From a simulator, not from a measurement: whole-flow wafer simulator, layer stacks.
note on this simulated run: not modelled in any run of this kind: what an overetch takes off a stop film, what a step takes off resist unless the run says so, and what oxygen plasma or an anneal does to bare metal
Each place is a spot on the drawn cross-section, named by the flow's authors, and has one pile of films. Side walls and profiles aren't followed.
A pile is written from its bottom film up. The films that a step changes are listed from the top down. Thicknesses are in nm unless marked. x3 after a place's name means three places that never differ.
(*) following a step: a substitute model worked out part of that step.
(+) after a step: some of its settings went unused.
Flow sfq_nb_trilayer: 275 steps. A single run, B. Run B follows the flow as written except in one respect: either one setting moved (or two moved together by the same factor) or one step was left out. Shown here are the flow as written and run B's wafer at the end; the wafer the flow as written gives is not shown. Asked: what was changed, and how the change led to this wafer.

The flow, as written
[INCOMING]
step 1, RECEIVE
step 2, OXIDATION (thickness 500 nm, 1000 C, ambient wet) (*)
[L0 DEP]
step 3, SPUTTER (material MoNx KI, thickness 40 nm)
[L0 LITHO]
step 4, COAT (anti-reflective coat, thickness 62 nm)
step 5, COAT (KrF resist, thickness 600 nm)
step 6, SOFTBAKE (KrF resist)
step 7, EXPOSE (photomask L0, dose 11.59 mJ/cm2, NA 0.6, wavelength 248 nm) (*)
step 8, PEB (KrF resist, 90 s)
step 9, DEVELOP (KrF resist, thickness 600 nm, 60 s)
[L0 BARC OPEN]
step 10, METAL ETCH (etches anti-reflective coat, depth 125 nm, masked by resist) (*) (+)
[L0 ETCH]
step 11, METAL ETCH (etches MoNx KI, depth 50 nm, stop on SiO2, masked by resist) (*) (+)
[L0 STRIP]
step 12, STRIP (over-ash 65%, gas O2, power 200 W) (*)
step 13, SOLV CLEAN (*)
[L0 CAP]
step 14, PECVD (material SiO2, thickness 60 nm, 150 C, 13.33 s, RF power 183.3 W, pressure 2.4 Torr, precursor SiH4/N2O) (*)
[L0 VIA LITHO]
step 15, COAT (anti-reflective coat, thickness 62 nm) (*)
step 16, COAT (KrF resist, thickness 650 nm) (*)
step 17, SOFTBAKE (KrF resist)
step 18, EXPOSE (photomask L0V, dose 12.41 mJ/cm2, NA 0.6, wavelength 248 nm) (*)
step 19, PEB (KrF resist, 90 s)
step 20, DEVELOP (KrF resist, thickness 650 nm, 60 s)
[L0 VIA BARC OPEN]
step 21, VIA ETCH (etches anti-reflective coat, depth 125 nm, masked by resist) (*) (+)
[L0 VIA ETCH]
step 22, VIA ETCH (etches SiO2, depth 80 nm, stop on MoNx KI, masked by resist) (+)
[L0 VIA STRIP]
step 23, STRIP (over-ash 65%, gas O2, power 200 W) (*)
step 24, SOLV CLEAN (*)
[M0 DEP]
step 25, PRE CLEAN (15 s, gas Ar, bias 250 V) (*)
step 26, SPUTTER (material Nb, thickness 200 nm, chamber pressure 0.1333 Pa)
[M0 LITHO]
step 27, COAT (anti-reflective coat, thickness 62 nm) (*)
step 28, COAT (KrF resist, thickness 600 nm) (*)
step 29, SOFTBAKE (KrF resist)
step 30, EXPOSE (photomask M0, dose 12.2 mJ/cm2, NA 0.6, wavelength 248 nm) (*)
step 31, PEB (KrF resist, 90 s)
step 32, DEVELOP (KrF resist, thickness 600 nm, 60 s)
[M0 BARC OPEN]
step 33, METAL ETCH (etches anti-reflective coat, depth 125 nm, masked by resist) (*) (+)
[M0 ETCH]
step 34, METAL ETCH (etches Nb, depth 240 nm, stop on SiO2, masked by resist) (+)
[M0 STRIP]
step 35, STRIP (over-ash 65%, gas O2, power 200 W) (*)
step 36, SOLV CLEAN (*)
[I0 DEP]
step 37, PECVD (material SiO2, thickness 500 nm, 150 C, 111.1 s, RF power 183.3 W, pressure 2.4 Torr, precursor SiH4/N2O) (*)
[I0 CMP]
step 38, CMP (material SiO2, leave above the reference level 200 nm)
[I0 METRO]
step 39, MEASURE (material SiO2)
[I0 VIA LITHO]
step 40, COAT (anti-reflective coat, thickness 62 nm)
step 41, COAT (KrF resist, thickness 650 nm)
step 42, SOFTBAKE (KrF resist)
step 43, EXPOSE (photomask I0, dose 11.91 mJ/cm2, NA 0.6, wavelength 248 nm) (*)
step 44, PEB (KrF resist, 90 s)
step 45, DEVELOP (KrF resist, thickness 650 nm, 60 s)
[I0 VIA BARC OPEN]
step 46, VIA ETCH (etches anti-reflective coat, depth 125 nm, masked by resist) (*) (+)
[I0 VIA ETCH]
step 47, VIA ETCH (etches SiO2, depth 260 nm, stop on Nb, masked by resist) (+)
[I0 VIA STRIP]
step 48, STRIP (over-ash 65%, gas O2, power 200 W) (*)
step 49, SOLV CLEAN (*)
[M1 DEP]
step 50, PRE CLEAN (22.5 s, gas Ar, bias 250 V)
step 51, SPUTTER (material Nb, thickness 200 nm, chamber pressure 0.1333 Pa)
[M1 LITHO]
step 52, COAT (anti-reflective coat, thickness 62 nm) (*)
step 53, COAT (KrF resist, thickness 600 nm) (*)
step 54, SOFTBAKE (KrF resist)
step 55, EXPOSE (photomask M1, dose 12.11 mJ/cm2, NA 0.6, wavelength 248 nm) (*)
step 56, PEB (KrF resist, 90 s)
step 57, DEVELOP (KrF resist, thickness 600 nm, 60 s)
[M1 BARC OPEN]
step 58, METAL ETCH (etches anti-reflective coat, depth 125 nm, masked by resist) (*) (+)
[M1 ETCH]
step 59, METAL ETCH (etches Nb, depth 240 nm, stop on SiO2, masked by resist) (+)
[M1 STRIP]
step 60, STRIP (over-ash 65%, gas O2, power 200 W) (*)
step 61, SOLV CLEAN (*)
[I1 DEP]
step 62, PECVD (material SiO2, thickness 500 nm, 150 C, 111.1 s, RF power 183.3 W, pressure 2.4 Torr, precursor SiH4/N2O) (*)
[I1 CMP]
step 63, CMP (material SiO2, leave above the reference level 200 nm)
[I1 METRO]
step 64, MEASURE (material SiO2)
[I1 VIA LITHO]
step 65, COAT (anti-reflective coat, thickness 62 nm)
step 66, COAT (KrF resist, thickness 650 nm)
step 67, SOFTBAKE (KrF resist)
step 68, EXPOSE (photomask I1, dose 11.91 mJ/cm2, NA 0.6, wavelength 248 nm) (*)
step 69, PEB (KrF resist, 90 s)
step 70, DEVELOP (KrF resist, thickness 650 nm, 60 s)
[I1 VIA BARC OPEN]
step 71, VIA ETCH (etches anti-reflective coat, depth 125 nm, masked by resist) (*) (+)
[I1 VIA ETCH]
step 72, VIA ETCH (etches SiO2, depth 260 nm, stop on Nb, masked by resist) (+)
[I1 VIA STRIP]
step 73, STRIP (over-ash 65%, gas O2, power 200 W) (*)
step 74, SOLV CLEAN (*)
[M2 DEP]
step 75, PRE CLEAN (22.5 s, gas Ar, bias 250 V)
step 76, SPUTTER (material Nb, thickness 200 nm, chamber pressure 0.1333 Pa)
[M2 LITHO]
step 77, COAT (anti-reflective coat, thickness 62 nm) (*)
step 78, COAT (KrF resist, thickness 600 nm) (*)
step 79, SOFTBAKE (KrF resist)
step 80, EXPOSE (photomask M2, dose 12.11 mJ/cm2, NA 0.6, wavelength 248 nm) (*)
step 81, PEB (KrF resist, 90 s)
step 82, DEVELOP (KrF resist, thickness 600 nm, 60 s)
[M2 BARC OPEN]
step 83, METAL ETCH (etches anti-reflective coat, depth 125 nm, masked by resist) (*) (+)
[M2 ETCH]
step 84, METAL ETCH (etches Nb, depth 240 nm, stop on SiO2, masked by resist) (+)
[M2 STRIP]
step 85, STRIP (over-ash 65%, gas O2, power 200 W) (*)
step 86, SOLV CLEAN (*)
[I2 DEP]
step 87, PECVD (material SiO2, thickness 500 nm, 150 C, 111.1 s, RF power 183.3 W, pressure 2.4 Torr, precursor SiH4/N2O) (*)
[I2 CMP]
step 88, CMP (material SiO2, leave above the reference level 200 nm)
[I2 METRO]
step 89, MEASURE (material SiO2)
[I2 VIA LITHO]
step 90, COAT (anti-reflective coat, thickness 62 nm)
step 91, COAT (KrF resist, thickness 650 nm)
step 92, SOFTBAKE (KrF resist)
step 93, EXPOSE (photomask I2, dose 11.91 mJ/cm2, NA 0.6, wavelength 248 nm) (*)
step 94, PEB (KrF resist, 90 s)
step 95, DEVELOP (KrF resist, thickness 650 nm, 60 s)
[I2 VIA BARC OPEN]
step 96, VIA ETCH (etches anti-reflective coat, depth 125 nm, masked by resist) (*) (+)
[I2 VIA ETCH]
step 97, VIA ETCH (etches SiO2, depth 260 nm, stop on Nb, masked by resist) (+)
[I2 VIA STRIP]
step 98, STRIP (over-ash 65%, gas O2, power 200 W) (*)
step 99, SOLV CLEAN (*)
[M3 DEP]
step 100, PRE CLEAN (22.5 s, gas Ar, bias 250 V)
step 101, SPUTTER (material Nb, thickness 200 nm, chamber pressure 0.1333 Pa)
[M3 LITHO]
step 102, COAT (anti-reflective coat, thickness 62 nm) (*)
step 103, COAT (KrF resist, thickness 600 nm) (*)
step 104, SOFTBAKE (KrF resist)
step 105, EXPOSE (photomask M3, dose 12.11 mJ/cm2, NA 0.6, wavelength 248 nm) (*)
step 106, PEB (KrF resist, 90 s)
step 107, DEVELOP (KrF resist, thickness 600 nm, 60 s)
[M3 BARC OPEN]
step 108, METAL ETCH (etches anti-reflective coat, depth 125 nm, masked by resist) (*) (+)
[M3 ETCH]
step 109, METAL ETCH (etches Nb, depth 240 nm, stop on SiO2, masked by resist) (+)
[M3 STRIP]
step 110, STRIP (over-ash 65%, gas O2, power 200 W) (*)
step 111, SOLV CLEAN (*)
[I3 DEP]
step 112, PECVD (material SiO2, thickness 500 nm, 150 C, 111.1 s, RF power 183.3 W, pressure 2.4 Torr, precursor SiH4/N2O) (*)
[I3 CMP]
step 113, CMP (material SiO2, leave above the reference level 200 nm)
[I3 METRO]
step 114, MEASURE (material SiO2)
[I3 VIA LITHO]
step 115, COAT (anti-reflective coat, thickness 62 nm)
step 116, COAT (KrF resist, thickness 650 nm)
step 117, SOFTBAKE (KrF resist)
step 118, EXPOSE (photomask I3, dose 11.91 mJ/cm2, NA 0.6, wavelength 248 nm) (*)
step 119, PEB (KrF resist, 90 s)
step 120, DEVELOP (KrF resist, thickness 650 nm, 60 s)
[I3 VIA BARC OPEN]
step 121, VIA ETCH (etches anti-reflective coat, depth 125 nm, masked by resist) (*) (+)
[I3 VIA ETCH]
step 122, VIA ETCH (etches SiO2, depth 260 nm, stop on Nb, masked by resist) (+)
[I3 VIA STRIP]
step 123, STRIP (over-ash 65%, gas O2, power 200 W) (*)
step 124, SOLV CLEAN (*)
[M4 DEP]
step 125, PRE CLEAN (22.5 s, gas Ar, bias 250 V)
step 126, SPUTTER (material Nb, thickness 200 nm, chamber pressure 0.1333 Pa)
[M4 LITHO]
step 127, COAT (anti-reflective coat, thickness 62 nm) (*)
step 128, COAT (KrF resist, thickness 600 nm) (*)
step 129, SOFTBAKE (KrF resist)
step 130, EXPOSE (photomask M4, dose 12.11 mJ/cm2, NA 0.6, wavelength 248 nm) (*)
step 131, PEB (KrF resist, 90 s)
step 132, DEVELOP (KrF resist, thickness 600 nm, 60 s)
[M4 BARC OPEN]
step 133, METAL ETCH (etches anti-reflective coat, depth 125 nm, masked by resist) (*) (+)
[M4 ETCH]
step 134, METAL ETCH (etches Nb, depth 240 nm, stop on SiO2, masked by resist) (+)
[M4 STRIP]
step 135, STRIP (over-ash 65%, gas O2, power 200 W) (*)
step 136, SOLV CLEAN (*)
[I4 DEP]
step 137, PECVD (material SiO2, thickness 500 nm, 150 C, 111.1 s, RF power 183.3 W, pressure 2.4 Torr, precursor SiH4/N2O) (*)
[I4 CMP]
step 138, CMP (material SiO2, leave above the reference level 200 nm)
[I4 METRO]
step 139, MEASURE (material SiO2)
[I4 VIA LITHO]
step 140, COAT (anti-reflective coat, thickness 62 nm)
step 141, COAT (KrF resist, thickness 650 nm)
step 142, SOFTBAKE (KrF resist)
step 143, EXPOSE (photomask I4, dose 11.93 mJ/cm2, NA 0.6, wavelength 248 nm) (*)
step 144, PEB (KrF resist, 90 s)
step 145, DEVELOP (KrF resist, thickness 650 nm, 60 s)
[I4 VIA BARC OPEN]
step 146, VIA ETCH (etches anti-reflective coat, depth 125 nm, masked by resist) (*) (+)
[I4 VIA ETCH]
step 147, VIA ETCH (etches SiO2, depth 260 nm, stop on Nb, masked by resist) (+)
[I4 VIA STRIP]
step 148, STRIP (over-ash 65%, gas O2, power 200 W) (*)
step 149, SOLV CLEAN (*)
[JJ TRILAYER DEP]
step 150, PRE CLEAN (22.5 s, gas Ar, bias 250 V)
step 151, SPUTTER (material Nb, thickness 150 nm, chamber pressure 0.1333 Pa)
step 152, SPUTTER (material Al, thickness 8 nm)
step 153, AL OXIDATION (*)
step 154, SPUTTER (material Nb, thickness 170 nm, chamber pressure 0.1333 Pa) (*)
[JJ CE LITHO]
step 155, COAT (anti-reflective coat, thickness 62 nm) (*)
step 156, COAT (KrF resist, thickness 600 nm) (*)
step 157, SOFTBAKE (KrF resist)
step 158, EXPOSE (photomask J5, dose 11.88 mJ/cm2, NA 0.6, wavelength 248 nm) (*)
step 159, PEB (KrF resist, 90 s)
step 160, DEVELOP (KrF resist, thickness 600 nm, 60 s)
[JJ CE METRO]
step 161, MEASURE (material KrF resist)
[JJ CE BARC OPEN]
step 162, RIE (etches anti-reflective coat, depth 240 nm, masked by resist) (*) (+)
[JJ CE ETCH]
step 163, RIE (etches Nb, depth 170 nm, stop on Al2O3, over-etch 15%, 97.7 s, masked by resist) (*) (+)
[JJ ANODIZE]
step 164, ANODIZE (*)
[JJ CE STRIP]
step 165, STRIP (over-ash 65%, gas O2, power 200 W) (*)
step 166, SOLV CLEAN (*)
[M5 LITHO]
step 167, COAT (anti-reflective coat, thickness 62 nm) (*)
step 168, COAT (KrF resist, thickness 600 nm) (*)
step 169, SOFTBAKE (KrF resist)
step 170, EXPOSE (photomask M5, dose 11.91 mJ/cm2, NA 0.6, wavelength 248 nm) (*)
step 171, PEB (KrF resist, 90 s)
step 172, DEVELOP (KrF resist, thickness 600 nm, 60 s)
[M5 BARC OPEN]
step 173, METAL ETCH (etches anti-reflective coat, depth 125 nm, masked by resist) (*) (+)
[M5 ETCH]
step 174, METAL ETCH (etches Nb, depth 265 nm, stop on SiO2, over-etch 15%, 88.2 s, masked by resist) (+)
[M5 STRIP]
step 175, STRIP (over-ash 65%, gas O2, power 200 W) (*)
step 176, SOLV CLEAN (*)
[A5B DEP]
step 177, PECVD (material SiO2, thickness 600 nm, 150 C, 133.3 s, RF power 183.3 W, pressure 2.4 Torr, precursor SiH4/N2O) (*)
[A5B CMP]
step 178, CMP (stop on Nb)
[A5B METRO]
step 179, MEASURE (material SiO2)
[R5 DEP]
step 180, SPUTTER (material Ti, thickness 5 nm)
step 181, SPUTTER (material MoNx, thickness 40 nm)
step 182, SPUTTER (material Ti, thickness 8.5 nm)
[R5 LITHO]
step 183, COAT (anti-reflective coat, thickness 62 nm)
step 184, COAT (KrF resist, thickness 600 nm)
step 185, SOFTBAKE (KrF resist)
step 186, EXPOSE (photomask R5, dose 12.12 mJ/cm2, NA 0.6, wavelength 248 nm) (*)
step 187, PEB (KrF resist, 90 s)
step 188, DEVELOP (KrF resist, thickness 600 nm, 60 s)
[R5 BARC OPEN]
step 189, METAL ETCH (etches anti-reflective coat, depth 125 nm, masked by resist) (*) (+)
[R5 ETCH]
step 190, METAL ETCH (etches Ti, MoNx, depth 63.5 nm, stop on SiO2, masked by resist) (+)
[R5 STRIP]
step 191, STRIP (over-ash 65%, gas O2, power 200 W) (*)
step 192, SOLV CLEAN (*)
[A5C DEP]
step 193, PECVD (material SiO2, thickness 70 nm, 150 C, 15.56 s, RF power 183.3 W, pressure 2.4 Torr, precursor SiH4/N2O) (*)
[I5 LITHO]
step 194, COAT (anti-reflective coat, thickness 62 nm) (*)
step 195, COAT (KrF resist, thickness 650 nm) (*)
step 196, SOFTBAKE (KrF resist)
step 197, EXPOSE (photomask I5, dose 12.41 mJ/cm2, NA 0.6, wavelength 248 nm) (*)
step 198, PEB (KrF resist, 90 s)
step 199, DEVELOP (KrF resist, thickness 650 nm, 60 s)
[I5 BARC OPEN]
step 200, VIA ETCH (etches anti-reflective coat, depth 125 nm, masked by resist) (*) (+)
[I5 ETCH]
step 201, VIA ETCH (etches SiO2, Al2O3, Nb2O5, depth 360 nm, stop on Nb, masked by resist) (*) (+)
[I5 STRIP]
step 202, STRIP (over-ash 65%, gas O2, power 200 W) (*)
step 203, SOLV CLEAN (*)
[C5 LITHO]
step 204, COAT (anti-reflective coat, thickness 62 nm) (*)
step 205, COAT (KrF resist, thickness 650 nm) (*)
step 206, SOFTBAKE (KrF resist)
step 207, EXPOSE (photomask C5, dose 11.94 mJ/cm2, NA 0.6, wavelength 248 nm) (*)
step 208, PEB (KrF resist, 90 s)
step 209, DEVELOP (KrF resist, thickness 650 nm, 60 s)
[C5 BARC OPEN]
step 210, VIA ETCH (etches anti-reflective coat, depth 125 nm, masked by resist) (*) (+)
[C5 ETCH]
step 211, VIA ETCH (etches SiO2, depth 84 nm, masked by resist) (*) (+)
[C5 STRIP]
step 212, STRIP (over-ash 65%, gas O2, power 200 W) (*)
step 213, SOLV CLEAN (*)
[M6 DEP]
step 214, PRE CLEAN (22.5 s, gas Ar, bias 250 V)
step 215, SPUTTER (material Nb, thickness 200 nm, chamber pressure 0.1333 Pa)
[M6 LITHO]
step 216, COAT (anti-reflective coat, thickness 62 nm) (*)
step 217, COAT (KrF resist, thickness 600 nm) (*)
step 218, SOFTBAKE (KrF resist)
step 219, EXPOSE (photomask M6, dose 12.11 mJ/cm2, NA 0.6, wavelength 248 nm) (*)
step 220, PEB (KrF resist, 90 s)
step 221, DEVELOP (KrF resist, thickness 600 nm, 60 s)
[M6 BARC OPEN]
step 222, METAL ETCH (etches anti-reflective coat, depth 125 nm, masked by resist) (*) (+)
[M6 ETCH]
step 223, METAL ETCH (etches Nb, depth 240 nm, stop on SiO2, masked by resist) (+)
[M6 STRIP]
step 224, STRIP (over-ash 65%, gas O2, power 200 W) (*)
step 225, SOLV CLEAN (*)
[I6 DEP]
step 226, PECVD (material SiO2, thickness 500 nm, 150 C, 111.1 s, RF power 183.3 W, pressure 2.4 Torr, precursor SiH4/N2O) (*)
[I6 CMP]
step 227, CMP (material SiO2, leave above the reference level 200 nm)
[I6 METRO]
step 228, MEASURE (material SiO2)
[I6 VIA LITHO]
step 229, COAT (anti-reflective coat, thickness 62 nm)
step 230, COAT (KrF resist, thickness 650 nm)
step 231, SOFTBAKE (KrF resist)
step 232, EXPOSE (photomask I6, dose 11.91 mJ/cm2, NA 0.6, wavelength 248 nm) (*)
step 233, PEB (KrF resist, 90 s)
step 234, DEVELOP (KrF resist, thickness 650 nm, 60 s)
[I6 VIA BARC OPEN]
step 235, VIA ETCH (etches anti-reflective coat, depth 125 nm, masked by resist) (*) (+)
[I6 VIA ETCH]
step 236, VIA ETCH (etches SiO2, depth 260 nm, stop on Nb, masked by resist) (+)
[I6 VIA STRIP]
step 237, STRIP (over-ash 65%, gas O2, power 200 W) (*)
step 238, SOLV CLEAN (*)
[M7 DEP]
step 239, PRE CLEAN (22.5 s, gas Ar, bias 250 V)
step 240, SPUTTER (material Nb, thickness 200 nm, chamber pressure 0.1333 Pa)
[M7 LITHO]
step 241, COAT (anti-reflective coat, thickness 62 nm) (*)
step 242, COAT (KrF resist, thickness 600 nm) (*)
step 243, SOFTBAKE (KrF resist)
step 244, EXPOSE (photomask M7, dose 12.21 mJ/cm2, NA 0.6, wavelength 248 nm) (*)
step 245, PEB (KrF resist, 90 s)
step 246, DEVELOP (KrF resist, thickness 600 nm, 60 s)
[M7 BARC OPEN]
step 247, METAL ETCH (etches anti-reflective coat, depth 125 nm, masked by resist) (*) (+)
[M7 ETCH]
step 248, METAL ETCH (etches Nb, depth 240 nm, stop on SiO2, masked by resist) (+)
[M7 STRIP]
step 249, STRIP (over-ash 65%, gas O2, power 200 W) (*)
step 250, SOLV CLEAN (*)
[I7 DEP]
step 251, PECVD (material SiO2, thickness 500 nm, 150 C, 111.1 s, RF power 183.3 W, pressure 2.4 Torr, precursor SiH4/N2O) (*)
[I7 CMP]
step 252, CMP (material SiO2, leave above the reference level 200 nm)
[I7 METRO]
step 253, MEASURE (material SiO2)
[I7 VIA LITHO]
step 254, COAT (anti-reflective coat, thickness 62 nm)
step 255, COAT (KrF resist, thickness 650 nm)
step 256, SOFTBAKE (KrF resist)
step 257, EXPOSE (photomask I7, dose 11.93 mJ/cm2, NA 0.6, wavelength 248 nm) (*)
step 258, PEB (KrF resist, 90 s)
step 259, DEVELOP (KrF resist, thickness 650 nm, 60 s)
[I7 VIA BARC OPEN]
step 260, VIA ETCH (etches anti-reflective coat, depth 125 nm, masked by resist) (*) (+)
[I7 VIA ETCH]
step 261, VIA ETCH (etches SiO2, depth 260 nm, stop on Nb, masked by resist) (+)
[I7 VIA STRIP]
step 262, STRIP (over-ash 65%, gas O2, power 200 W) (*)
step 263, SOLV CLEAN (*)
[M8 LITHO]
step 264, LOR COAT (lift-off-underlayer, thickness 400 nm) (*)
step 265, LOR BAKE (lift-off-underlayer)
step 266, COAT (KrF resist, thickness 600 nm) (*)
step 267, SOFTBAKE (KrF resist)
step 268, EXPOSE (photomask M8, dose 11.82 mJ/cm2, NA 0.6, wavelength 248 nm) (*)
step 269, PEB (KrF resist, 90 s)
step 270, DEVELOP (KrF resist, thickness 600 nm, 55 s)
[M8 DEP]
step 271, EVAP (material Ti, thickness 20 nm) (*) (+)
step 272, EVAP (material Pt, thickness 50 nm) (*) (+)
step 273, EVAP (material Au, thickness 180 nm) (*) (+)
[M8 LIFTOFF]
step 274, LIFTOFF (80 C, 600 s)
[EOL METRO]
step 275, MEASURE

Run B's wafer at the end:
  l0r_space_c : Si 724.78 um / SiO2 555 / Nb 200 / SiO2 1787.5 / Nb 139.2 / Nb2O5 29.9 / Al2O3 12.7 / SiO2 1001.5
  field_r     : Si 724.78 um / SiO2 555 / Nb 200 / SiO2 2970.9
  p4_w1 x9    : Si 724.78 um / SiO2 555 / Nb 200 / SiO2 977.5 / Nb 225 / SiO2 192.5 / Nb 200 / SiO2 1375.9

What caused this: step 101, SPUTTER: thickness 225 nm was run, though the flow has thickness 200 nm.
The wafer lets one read it off: p4_w1 x9 has Nb 225, and step 101 as written asks for 200 nm.

Step by step, how the change led to this:
  step 101, SPUTTER (material Nb, thickness 200 nm, chamber pressure 0.1333 Pa)
      field_l, v_sur, via_wl and 102 more: +225 Nb (new film) (it would be, as written: +200 Nb (new film))
      via_w: +186.5 Nb (it would be, as written: +165.5 Nb)
  step 102, COAT (anti-reflective coat, thickness 62 nm) (*)
      via_wr: +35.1 anti-reflective coat (new film) (it would be, as written: +34.2 anti-reflective coat (new film))
  step 109, METAL ETCH (etches Nb, depth 240 nm, stop on SiO2, masked by resist) (+)
      field_l, be, be_sur and 72 more: -225 Nb (all of it) (it would be, as written: -200 Nb (all of it))
  step 110, STRIP (over-ash 65%, gas O2, power 200 W) (*)
      via_wr: -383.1 KrF resist (all of it), -35.1 anti-reflective coat (all of it) (it would be, as written: -384.2 KrF resist (all of it), -34.2 anti-reflective coat (all of it))
  step 112, PECVD (material SiO2, thickness 500 nm, 150 C, 111.1 s, RF power 183.3 W, pressure 2.4 Torr, precursor SiH4/N2O) (*)
      p4_g1 x2, p3_s0 x6: +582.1 SiO2 (it would be, as written: +557.1 SiO2)
  step 113, CMP (material SiO2, leave above the reference level 200 nm)
      field_l, be, be_sur and 64 more: -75 SiO2 (it would be, as written: -100 SiO2)
